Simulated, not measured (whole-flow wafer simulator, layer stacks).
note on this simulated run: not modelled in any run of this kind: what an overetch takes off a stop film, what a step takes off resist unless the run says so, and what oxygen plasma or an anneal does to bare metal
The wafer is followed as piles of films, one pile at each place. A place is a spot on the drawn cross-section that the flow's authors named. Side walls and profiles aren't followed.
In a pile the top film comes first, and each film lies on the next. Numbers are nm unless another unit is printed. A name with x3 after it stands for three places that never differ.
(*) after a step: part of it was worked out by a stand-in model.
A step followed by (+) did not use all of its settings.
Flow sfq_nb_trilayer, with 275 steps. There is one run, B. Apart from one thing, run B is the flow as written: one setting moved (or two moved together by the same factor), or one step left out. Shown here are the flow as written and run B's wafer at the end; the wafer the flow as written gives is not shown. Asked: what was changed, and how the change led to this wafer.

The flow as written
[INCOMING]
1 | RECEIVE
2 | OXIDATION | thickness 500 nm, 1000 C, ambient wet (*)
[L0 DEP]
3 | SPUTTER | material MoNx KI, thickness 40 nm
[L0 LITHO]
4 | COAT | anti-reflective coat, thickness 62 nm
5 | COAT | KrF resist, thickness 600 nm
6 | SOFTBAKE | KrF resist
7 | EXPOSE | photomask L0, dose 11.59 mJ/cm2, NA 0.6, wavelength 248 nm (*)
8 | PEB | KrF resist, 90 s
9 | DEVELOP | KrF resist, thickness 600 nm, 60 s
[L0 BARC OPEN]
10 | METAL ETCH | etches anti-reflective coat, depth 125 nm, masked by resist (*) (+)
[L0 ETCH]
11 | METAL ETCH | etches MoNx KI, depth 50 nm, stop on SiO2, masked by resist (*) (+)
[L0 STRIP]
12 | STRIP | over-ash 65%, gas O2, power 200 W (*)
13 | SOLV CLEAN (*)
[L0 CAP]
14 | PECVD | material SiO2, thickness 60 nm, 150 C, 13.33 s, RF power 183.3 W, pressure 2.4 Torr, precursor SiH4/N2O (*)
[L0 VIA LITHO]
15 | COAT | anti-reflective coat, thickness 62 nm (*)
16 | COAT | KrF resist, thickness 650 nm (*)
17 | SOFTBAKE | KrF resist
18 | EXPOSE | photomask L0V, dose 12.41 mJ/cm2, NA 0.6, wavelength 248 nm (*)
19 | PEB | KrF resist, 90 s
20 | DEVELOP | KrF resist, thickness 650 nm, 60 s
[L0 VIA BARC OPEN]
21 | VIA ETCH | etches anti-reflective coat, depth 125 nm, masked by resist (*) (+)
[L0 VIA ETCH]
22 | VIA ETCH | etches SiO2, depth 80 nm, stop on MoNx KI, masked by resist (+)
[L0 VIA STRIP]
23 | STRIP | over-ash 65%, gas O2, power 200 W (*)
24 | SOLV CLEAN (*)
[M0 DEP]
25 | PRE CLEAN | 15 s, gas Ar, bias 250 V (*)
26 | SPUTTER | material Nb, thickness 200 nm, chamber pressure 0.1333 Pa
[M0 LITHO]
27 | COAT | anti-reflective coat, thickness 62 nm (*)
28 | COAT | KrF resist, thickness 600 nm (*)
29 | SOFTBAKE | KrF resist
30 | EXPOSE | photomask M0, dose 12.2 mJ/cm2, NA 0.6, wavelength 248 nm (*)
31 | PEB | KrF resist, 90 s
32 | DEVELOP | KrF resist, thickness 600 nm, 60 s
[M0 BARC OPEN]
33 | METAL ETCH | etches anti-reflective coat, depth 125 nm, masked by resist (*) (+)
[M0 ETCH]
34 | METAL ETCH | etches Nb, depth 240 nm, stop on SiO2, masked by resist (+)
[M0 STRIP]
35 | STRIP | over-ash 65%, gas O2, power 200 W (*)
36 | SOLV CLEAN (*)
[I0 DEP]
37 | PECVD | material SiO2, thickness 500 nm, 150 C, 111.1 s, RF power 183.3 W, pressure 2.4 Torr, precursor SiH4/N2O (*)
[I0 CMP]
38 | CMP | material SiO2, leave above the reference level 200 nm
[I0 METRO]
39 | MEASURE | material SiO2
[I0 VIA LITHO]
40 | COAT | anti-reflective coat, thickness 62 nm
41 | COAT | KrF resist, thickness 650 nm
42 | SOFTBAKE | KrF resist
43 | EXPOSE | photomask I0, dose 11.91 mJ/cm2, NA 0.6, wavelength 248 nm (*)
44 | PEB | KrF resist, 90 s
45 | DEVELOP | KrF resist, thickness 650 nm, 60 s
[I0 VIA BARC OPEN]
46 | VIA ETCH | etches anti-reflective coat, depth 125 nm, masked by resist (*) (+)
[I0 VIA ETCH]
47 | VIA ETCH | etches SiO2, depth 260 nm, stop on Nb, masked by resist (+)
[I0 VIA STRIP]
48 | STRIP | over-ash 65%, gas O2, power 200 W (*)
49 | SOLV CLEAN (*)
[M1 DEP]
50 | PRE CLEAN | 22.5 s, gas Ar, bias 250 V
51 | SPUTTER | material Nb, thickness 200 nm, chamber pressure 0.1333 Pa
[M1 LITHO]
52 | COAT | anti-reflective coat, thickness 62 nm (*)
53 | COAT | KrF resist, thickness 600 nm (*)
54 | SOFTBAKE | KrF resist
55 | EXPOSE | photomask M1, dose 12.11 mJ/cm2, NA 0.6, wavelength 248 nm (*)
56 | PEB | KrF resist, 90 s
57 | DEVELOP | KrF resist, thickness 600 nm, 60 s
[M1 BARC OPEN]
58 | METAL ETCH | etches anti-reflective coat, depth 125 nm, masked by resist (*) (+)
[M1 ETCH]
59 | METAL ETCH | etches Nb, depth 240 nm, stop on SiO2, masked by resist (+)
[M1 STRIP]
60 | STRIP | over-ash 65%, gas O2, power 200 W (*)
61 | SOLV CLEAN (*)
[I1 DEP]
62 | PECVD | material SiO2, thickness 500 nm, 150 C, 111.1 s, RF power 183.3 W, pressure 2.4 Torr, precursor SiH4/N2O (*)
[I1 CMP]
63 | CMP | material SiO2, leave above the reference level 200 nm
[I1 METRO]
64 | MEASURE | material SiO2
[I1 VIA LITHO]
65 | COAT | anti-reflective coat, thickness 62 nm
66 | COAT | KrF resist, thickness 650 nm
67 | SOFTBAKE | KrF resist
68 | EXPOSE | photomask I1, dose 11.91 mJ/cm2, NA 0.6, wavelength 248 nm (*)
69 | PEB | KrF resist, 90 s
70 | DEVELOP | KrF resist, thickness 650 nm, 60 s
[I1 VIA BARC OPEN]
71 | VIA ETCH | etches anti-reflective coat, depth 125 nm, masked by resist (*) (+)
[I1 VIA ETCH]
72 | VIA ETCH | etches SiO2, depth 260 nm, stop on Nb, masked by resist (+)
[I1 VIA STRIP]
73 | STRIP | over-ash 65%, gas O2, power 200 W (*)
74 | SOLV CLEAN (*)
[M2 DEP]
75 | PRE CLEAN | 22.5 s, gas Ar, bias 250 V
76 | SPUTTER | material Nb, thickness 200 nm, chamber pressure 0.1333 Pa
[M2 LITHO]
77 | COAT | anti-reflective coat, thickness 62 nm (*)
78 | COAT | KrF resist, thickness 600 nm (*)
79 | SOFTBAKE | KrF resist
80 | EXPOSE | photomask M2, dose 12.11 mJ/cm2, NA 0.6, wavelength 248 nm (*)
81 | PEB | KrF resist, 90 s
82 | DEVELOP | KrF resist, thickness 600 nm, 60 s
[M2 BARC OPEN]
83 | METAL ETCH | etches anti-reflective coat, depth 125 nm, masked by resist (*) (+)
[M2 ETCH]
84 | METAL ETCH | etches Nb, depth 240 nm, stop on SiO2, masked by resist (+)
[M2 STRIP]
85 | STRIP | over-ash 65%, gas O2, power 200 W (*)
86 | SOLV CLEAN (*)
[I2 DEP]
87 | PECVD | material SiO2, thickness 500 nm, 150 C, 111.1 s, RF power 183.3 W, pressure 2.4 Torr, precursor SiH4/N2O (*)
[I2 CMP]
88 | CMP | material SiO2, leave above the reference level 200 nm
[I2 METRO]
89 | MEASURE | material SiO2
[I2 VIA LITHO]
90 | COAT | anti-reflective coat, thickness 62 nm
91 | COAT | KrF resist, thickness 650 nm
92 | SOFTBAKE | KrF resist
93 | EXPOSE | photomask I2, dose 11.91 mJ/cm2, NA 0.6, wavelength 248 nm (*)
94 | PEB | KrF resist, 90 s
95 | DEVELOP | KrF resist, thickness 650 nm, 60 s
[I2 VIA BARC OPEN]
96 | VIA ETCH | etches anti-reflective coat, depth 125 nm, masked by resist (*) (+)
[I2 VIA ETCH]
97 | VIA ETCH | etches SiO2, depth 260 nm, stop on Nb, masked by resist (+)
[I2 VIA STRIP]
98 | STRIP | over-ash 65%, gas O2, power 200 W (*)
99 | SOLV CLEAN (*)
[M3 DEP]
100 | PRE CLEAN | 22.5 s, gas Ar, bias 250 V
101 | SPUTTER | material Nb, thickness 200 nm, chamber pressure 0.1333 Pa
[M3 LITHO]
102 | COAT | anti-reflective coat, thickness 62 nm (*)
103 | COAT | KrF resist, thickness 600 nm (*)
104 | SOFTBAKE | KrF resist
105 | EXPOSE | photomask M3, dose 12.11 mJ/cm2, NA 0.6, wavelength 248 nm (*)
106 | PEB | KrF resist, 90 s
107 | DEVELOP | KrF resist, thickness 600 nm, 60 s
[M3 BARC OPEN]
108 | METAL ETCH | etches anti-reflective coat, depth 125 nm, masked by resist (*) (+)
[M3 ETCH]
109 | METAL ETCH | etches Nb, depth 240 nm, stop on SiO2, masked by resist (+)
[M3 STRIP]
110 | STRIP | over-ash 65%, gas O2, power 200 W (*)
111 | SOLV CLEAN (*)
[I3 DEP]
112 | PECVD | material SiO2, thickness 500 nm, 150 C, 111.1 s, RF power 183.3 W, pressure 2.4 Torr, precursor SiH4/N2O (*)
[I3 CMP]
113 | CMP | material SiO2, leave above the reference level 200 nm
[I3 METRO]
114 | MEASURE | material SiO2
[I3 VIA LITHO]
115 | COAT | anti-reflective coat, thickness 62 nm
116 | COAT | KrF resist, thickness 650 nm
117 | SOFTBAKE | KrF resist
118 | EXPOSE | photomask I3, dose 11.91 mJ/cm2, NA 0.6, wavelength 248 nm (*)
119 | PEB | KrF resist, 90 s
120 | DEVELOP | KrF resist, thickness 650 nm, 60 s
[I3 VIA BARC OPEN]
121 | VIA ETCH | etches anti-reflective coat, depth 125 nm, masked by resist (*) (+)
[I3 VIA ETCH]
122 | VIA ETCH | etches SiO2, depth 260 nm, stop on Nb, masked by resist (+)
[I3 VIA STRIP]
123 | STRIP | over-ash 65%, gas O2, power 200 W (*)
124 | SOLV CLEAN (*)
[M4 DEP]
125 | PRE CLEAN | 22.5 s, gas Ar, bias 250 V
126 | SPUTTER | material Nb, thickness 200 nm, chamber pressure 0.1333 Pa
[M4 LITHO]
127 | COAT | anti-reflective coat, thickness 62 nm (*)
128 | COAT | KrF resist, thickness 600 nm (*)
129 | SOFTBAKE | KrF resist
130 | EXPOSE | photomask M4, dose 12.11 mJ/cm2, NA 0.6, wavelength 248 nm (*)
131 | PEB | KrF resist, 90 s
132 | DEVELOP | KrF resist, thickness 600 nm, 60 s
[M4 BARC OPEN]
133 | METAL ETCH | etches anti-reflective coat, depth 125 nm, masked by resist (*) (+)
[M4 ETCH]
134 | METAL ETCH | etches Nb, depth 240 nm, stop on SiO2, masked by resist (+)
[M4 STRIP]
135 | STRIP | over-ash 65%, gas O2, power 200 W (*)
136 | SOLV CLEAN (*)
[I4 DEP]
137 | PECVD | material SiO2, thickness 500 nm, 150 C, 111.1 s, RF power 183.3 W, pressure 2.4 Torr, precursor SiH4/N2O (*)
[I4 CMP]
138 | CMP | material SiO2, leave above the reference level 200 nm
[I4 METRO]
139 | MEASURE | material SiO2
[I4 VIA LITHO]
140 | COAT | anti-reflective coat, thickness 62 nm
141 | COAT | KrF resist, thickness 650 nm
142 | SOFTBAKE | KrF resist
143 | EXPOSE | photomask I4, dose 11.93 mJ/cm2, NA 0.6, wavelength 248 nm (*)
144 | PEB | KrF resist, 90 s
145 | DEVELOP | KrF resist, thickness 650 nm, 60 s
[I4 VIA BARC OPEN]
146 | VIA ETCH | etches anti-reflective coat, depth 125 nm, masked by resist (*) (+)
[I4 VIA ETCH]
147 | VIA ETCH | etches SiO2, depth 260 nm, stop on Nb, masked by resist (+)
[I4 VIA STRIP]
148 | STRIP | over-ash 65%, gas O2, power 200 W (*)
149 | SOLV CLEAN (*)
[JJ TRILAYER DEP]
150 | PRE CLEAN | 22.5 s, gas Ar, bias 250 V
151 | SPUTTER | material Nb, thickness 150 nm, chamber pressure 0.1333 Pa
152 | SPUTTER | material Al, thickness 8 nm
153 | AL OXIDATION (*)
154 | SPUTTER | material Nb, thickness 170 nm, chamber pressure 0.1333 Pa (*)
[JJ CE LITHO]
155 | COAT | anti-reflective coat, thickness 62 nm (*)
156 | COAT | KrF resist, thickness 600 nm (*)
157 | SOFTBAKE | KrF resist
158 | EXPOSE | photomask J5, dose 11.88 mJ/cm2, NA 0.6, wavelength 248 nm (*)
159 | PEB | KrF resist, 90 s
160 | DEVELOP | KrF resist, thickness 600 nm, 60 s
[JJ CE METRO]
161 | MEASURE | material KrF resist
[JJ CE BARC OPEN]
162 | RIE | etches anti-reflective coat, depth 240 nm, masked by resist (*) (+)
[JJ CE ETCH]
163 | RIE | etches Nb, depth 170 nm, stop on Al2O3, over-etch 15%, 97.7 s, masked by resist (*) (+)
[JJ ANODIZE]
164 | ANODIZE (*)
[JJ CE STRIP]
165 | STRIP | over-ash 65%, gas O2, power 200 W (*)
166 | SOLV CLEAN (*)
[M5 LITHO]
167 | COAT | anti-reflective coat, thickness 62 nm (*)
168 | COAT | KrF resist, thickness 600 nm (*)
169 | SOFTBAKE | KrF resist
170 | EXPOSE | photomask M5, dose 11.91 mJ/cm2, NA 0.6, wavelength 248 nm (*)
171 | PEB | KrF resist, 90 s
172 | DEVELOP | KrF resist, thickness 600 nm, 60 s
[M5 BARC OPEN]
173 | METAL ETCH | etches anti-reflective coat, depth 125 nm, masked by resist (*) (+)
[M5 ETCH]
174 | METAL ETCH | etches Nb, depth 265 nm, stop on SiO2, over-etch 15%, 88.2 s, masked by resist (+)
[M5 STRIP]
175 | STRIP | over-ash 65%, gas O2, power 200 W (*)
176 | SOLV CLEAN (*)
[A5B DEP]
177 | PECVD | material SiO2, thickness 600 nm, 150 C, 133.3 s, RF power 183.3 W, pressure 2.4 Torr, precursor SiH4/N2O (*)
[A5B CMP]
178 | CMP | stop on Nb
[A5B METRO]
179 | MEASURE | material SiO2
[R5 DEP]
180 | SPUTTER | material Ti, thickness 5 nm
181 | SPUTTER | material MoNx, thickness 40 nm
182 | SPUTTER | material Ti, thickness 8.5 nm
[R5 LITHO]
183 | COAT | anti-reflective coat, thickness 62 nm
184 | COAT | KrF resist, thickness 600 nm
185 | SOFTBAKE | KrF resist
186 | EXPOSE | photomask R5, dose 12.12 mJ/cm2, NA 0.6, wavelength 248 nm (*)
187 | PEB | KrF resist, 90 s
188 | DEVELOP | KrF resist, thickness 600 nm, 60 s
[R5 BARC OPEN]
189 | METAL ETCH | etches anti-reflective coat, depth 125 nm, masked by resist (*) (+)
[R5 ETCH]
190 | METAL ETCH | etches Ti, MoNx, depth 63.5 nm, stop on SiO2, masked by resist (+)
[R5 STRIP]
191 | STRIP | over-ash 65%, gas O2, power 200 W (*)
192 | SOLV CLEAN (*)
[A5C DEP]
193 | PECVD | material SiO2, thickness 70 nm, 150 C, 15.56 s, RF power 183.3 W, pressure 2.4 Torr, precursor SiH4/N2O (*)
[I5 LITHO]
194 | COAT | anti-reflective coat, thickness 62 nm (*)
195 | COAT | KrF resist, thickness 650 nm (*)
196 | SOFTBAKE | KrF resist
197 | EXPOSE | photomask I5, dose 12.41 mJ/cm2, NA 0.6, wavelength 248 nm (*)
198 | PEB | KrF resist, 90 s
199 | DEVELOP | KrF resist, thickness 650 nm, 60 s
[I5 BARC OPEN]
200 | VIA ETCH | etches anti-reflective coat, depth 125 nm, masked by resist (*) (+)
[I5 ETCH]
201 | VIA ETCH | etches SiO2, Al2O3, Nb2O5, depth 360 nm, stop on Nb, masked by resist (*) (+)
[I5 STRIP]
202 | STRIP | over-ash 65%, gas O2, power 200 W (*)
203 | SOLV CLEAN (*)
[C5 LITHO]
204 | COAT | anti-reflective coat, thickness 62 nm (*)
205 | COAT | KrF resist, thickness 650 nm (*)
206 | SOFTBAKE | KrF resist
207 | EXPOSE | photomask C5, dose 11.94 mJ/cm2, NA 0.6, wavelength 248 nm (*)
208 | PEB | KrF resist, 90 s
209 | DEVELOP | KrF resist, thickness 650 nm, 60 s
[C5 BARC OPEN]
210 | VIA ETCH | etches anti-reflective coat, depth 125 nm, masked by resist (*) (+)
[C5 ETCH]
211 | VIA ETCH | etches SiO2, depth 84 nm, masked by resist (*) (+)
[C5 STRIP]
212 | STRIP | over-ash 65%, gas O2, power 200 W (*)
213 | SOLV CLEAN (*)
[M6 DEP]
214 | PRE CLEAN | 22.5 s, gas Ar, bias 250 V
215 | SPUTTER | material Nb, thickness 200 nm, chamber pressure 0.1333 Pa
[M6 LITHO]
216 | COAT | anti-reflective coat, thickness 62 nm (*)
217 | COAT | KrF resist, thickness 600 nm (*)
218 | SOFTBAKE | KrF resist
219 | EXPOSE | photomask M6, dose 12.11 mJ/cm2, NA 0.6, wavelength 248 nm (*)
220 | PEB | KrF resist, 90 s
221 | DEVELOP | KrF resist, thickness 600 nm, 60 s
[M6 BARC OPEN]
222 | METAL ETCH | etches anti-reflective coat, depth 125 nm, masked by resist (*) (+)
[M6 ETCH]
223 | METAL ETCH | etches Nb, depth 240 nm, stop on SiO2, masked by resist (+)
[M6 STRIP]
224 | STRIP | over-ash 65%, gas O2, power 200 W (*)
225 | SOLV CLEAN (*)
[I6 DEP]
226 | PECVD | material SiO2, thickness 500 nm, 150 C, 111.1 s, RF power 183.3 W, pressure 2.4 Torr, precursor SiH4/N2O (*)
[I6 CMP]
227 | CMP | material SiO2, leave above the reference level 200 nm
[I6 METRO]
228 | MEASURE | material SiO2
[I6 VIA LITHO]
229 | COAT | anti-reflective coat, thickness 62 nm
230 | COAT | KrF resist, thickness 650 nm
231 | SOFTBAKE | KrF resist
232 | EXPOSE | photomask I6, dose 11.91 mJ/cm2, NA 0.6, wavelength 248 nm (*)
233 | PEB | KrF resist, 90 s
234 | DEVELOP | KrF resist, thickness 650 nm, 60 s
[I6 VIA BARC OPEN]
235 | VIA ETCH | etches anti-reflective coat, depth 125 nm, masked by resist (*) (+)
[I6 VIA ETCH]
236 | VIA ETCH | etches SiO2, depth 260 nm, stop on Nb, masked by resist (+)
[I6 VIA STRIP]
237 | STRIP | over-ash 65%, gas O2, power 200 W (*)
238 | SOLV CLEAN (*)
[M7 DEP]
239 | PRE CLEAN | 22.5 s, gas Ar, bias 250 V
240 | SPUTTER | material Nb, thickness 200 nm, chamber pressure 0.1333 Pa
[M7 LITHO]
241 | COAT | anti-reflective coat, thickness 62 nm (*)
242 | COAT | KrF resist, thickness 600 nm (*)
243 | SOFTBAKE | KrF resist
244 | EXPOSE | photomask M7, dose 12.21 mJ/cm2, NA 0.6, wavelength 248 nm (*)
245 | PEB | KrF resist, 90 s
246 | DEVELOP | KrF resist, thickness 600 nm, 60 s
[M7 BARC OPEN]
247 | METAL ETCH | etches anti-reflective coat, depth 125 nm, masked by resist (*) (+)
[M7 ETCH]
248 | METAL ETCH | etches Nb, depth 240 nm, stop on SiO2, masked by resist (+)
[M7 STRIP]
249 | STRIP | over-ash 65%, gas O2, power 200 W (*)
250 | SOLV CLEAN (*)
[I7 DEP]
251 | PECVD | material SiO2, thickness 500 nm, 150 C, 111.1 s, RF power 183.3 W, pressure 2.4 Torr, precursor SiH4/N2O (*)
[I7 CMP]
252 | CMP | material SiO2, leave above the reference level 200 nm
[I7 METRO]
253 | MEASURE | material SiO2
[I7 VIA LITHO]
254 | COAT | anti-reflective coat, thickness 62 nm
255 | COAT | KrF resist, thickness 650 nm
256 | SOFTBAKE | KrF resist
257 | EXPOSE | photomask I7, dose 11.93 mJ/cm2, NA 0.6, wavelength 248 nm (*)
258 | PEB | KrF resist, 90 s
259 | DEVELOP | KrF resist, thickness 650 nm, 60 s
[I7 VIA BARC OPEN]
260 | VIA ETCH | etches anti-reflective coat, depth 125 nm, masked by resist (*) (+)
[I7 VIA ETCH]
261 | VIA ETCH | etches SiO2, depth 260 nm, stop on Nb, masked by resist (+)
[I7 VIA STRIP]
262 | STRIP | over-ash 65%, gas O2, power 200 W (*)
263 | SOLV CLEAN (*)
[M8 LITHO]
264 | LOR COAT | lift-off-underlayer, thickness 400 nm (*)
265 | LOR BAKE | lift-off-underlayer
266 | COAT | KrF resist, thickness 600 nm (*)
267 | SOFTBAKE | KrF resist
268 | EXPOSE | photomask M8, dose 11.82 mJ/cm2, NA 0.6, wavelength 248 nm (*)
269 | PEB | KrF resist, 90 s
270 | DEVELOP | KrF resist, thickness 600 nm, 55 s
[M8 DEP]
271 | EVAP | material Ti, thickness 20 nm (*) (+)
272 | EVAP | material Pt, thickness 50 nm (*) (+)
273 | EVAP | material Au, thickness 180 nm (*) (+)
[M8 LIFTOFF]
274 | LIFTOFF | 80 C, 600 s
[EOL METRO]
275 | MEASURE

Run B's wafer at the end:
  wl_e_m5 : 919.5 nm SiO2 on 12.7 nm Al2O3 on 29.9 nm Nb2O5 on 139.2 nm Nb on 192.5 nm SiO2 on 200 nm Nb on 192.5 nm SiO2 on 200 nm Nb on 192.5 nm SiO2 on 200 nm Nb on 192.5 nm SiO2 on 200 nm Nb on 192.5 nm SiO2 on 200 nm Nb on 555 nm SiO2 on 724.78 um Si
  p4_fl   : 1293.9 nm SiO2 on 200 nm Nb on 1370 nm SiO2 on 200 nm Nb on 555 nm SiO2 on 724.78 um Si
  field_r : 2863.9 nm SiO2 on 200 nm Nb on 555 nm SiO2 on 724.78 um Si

The reason: step 215, SPUTTER: thickness 118 nm was run, though the flow has thickness 200 nm.

How this came from the change, step by step:
  215 | SPUTTER | material Nb, thickness 200 nm, chamber pressure 0.1333 Pa
      field_l, v_sur, via_wl and 100 more: +118 Nb (new film) (in the flow as written it would be: +200 Nb (new film))
      be: +87.4 Nb (in the flow as written it would be: +147.3 Nb)
      (also at 2 further places)
  216 | COAT | anti-reflective coat, thickness 62 nm (*)
      be: +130 anti-reflective coat (new film) (in the flow as written it would be: +136.7 anti-reflective coat (new film))
      be_sur: +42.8 anti-reflective coat (new film) (in the flow as written it would be: +43.8 anti-reflective coat (new film))
      (also at 1 further place)
  223 | METAL ETCH | etches Nb, depth 240 nm, stop on SiO2, masked by resist (+)
      field_l, gap, moat and 76 more: -118 Nb (all of it) (in the flow as written it would be: -200 Nb (all of it))
      v_sur, via_wl, via_w and 24 more: -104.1 KrF resist (in the flow as written it would be: -141.2 KrF resist)
  224 | STRIP | over-ash 65%, gas O2, power 200 W (*)
      wl_j_sl, wl_j_sr: -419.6 KrF resist (all of it), -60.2 anti-reflective coat (all of it) (in the flow as written it would be: -382.5 KrF resist (all of it), -60.2 anti-reflective coat (all of it))
      wl_c_m6, wl_f_m6: -419.3 KrF resist (all of it), -62 anti-reflective coat (all of it) (in the flow as written it would be: -382.3 KrF resist (all of it), -62 anti-reflective coat (all of it))
      (also at 23 further places)
  226 | PECVD | material SiO2, thickness 500 nm, 150 C, 111.1 s, RF power 183.3 W, pressure 2.4 Torr, precursor SiH4/N2O (*)
      gap, wl_a_sl, m6r_space_l x2: +500 SiO2 (in the flow as written it would be: +557.1 SiO2)
      be: +662.1 SiO2 (new film) (in the flow as written it would be: +693.5 SiO2 (new film))
  227 | CMP | material SiO2, leave above the reference level 200 nm
      field_l, p4_fl, p4_fm and 59 more: -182 SiO2 (in the flow as written it would be: -100 SiO2)
      moat, field_r, lsp_l, ln_m5, lsp_m: -182 SiO2 (in the flow as written it would be: -93.6 SiO2)
      (also at 13 further places)
